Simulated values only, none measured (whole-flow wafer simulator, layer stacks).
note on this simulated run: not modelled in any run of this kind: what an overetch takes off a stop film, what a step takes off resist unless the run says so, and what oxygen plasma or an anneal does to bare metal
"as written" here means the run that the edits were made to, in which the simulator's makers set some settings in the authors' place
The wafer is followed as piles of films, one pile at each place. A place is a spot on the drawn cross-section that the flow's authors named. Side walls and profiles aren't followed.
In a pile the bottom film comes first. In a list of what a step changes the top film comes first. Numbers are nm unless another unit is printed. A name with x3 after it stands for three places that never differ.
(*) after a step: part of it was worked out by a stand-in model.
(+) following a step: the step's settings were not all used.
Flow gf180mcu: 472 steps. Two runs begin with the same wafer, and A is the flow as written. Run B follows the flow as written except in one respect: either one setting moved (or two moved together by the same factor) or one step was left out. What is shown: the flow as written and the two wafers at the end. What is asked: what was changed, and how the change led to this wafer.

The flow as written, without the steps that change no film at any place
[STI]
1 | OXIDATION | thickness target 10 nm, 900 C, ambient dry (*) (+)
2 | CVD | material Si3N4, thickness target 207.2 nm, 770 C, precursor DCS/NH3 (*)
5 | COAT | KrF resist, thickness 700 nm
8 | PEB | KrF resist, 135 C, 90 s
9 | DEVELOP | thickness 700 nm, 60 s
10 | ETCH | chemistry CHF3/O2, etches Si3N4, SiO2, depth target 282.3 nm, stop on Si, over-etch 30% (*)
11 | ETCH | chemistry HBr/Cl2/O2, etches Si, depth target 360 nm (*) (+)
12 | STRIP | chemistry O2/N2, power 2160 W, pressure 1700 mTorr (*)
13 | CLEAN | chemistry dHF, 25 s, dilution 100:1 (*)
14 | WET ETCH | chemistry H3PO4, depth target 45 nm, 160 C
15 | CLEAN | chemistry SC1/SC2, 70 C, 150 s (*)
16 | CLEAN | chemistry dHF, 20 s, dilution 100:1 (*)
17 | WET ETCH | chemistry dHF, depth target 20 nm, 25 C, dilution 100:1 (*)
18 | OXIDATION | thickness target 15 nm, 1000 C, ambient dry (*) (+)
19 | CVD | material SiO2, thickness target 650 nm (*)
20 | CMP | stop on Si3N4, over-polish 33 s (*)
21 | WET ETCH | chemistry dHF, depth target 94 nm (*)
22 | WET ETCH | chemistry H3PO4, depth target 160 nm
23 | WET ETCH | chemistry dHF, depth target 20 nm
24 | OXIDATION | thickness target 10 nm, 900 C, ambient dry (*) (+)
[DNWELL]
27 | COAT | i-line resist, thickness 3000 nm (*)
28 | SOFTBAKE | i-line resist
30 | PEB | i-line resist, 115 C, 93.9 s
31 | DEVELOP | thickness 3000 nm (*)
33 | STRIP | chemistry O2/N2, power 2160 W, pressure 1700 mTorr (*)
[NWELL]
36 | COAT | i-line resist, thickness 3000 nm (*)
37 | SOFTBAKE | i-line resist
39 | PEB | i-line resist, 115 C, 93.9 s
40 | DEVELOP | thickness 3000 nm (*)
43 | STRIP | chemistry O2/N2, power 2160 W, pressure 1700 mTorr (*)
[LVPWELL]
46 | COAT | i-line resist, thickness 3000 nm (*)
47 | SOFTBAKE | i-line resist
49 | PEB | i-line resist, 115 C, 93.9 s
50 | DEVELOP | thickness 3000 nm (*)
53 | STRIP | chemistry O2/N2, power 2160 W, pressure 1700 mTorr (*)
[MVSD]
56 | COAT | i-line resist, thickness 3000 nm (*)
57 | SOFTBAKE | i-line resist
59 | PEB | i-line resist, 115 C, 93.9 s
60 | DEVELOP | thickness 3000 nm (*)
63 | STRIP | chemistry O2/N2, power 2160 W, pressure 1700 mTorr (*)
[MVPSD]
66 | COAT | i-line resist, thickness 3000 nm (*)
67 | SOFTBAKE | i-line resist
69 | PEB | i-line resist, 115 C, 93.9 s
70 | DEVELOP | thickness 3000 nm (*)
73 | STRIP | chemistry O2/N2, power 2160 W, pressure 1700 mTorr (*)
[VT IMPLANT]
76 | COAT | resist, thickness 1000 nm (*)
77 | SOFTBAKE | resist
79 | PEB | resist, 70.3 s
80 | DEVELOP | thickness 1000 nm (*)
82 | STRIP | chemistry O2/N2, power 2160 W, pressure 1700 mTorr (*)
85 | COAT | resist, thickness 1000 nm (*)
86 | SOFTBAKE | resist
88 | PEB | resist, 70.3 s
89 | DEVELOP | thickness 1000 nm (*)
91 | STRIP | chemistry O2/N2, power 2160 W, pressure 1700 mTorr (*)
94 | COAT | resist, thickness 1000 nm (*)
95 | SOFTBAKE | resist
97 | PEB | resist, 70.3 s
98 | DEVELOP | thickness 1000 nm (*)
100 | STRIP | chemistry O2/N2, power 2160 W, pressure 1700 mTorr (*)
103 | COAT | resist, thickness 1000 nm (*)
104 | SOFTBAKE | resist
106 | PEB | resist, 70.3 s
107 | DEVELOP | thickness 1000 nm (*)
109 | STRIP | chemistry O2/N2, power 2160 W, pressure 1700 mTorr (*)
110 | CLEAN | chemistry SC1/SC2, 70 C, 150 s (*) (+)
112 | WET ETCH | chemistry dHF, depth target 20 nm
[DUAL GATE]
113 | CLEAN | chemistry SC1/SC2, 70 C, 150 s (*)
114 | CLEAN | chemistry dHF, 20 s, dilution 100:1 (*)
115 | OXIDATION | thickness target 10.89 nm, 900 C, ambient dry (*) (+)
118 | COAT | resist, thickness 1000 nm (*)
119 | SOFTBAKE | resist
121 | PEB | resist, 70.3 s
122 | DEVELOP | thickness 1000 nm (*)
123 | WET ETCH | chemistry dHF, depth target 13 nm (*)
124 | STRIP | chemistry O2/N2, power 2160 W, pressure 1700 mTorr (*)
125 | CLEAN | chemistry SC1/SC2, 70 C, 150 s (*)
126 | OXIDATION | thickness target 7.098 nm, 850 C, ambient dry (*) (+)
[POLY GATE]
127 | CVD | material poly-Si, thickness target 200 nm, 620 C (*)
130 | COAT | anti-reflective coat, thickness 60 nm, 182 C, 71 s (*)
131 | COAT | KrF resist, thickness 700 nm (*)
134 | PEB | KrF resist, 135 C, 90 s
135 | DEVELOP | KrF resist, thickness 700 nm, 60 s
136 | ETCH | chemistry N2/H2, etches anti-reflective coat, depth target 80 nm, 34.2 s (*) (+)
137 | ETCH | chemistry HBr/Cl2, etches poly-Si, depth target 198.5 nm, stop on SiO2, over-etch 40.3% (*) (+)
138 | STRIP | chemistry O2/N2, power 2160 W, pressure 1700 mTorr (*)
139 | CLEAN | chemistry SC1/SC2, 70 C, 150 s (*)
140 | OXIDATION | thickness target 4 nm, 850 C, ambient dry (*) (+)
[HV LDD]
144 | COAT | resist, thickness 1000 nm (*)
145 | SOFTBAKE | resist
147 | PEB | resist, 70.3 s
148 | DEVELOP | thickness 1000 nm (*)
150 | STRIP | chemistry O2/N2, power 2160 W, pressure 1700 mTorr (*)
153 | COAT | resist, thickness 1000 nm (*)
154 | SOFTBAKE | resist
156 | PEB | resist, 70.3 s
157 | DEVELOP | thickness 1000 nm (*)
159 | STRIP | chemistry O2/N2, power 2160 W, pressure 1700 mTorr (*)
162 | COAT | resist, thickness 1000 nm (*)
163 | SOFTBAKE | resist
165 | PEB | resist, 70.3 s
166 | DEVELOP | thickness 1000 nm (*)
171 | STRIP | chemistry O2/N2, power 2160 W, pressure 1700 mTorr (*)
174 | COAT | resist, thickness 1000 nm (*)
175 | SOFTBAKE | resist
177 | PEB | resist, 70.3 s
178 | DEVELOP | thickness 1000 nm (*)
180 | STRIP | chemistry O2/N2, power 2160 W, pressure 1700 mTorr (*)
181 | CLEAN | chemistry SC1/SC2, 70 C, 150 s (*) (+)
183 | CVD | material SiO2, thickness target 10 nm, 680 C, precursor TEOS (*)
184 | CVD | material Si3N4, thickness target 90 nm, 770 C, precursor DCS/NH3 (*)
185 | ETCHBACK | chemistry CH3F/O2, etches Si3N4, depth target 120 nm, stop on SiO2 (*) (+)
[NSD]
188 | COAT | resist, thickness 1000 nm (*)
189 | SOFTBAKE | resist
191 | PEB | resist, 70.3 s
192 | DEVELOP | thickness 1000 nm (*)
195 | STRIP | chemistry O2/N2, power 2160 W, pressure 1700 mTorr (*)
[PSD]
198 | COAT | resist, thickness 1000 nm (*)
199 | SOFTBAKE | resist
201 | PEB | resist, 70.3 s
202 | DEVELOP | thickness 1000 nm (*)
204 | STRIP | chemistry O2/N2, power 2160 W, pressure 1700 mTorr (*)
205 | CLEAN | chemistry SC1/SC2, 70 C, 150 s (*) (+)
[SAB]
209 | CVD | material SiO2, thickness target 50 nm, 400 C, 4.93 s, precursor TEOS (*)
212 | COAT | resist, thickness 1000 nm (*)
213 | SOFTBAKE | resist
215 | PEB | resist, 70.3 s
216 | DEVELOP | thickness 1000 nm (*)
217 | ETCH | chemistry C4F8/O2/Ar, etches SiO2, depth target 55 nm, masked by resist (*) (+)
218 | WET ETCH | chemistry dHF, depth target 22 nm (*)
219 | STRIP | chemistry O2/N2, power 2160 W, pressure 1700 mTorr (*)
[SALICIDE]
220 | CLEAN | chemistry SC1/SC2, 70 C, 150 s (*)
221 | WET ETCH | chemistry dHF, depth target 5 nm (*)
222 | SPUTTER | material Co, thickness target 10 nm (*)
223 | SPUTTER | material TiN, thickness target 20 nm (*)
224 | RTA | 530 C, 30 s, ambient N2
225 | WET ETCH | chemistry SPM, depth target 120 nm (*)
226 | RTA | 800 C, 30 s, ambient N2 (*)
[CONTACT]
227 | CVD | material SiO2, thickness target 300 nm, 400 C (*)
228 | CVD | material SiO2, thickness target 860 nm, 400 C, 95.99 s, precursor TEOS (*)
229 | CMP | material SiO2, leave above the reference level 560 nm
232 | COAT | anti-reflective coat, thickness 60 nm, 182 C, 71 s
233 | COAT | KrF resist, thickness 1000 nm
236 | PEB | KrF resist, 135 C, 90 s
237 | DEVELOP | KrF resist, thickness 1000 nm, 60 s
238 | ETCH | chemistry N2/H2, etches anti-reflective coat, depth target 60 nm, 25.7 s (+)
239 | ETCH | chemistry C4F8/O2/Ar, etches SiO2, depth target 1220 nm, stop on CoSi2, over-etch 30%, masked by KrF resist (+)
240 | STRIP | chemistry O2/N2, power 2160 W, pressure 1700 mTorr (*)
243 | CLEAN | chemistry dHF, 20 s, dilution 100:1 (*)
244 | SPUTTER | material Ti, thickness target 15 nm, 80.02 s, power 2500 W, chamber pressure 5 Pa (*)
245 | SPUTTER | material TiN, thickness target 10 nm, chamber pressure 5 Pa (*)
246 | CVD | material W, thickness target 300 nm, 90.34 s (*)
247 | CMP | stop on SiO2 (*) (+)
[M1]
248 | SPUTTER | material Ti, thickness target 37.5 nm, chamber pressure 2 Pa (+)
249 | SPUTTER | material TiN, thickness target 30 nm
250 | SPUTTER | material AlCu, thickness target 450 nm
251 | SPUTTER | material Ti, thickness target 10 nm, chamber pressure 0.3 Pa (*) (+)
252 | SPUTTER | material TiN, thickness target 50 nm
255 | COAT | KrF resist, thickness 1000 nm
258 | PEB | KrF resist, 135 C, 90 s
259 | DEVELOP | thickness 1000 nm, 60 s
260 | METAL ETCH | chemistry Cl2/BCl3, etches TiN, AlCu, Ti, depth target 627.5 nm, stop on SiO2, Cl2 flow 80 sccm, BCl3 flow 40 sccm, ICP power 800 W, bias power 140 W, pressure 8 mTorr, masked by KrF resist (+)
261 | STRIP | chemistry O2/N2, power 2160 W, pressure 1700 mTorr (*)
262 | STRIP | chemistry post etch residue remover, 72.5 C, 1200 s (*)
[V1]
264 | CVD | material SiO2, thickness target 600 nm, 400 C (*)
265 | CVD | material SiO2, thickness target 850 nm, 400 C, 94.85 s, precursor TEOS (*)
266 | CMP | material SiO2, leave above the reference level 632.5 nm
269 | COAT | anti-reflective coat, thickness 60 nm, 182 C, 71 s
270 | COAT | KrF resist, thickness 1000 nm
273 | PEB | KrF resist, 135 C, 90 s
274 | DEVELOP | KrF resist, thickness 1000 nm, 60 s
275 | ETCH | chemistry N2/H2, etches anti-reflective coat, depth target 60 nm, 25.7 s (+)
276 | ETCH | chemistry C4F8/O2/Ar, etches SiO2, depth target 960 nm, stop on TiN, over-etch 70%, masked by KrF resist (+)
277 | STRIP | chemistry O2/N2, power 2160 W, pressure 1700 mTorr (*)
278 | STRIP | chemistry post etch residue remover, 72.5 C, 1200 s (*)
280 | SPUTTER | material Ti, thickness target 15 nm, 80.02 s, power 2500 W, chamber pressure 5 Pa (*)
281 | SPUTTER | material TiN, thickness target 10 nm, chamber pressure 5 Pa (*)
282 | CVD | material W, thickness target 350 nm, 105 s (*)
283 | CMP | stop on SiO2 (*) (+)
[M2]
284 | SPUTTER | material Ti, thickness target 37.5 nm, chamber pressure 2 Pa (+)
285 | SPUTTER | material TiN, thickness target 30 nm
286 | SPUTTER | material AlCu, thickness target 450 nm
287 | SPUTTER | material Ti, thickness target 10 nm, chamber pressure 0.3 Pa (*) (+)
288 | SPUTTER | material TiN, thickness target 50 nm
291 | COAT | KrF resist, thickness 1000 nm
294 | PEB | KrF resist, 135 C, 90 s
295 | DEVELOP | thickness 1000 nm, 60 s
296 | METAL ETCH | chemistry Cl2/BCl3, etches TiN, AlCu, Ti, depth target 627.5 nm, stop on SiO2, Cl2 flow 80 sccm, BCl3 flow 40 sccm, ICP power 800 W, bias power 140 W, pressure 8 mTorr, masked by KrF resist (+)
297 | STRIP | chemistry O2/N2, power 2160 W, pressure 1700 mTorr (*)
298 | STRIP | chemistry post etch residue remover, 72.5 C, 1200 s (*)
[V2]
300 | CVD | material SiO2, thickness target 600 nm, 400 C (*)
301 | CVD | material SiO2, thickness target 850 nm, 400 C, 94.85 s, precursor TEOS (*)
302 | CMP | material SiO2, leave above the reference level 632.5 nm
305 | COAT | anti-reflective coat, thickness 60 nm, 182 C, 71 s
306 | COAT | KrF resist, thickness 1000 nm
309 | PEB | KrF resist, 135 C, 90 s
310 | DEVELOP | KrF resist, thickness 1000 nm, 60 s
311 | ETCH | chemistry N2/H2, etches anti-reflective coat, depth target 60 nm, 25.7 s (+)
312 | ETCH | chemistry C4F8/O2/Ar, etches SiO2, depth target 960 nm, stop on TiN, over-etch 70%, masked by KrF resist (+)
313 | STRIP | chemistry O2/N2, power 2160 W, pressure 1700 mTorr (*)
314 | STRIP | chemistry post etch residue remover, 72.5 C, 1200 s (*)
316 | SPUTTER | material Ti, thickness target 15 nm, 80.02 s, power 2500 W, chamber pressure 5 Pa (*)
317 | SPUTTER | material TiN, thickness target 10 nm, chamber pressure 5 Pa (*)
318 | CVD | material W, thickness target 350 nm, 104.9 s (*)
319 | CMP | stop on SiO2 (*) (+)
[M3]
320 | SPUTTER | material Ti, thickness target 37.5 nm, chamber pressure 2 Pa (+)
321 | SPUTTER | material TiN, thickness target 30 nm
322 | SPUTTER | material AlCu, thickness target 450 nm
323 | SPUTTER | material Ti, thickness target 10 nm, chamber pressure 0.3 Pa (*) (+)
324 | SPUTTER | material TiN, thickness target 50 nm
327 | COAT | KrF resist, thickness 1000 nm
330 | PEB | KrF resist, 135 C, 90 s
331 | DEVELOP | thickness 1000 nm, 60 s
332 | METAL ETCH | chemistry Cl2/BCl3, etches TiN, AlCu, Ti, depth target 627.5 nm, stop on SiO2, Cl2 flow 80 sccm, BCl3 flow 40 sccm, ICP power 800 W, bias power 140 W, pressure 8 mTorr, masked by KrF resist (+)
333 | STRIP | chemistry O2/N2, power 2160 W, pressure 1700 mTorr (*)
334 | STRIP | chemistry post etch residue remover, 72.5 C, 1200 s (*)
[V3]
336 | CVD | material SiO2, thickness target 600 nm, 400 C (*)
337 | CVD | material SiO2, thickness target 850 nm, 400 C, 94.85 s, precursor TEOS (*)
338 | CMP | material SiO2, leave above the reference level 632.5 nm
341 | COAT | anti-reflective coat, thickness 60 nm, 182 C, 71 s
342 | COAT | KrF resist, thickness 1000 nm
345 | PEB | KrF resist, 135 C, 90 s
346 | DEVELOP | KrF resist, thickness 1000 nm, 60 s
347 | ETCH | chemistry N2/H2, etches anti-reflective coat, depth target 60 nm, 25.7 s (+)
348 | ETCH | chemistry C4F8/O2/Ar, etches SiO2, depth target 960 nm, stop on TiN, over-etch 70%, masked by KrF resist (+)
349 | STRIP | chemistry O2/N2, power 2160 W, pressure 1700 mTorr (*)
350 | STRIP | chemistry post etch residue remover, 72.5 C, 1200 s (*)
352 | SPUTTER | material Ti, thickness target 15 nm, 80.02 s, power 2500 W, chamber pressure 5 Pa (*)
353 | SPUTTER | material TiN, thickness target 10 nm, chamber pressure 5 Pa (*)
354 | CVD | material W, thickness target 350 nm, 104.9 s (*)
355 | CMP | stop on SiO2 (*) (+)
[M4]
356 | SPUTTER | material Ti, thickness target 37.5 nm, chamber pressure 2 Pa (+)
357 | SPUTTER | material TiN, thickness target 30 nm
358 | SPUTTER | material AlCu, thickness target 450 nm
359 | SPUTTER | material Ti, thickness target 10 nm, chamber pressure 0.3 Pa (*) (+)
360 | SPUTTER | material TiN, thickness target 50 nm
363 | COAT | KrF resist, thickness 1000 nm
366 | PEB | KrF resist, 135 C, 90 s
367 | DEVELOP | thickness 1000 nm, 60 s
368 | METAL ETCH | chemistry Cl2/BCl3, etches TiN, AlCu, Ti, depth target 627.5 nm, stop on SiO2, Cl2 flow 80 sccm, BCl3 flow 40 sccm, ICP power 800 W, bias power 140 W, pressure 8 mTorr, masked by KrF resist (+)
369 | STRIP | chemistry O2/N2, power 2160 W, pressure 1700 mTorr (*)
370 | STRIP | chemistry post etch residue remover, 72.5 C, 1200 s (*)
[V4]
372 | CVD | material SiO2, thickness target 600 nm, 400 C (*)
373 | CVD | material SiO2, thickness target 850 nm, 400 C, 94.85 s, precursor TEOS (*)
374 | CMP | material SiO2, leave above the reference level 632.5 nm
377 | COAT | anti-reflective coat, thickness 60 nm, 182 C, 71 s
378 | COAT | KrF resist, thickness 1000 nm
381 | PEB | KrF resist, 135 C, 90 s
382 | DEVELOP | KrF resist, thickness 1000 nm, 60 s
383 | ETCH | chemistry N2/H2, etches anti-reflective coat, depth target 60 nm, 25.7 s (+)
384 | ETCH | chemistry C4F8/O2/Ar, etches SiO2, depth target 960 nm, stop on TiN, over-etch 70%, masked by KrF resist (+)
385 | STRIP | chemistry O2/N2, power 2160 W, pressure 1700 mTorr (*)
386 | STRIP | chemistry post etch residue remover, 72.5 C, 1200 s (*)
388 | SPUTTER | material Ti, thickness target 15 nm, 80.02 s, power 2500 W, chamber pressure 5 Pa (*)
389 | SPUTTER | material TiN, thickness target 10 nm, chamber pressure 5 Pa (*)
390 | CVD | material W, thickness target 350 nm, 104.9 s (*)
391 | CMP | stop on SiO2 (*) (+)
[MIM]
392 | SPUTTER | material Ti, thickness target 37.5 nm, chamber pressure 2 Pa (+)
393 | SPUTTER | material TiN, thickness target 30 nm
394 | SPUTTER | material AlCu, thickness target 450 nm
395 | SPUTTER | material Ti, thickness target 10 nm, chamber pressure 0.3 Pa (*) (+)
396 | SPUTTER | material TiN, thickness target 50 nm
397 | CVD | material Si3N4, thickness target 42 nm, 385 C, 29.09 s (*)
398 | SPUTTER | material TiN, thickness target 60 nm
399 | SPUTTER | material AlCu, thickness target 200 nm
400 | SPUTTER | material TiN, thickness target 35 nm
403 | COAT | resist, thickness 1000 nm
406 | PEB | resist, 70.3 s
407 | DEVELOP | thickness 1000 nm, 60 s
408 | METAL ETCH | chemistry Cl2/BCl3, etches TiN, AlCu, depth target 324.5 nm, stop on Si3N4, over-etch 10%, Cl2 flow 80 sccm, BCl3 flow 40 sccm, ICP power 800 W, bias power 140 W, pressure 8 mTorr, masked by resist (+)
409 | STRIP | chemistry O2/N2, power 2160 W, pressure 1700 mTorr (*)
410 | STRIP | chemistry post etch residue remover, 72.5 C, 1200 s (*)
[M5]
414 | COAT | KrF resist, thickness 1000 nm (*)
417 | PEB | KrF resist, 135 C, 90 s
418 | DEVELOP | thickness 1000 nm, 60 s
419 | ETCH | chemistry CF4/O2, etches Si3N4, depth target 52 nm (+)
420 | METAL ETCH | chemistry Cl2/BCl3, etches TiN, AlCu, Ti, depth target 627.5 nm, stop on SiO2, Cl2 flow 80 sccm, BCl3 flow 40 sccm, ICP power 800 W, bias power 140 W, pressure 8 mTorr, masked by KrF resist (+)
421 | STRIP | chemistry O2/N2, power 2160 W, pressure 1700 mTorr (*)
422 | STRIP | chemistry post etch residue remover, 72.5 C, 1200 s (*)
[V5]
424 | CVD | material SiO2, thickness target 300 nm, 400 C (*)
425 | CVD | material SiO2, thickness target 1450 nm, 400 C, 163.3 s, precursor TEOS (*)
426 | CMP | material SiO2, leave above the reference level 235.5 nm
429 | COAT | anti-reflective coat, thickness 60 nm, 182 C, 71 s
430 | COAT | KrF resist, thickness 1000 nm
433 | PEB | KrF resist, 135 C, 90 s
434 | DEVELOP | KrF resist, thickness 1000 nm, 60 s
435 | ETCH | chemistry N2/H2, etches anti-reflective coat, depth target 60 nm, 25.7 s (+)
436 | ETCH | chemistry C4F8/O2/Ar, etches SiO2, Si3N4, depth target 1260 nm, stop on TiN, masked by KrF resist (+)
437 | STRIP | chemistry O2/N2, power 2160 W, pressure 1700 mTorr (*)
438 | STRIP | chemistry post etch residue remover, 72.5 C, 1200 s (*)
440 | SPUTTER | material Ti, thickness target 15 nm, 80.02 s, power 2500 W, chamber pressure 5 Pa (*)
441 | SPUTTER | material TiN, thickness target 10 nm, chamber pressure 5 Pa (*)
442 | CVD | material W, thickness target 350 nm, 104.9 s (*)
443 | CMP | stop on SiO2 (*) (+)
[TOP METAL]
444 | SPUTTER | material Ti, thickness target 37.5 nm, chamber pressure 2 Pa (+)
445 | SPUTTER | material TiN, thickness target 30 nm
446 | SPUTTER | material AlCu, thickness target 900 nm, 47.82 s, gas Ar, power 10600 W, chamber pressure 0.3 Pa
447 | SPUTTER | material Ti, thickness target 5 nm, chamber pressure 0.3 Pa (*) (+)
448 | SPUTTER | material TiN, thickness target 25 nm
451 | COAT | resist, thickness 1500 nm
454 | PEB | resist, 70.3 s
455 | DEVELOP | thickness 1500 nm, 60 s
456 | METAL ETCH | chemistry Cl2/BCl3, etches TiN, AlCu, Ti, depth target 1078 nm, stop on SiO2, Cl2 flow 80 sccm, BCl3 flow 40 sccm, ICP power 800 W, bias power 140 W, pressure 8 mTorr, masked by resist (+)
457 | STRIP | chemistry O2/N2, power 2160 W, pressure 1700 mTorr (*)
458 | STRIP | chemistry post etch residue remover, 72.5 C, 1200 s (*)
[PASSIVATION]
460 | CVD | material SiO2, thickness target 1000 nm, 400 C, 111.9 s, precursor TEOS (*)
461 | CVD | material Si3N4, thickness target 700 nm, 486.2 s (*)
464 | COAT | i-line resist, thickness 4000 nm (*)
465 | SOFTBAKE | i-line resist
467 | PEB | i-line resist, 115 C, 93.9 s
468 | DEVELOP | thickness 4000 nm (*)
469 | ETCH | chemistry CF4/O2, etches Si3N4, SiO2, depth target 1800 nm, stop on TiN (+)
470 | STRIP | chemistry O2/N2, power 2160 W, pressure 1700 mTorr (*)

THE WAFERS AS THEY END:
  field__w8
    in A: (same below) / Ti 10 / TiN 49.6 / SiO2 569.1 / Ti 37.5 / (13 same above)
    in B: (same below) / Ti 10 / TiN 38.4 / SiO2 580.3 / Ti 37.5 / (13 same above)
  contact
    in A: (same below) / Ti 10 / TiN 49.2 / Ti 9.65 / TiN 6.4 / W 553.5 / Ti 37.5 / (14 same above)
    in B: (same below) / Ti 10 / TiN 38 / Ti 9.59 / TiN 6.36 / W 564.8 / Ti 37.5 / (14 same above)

What caused this: step 360, SPUTTER: thickness target 38.8 nm was run, whereas the flow has thickness target 50 nm.

The path from the change to this, step by step:
  360 | SPUTTER | material TiN, thickness target 50 nm
      field, field__w1, field__w2 and 108 more: A TiN gains 50 (new film) | B TiN gains 38.8 (new film)
  368 | METAL ETCH | chemistry Cl2/BCl3, etches TiN, AlCu, Ti, depth target 627.5 nm, stop on SiO2, Cl2 flow 80 sccm, BCl3 flow 40 sccm, ICP power 800 W, bias power 140 W, pressure 8 mTorr, masked by KrF resist (+)
      field, field__w1, field__w2 and 103 more: A TiN loses 50 (all of it), Ti loses 10 (all of it), AlCu loses 450 (all of it), TiN loses 30 (all of it), Ti loses 37.5 (all of it) | B TiN loses 38.8 (all of it), Ti loses 10 (all of it), AlCu loses 450 (all of it), TiN loses 30 (all of it), Ti loses 37.5 (all of it)
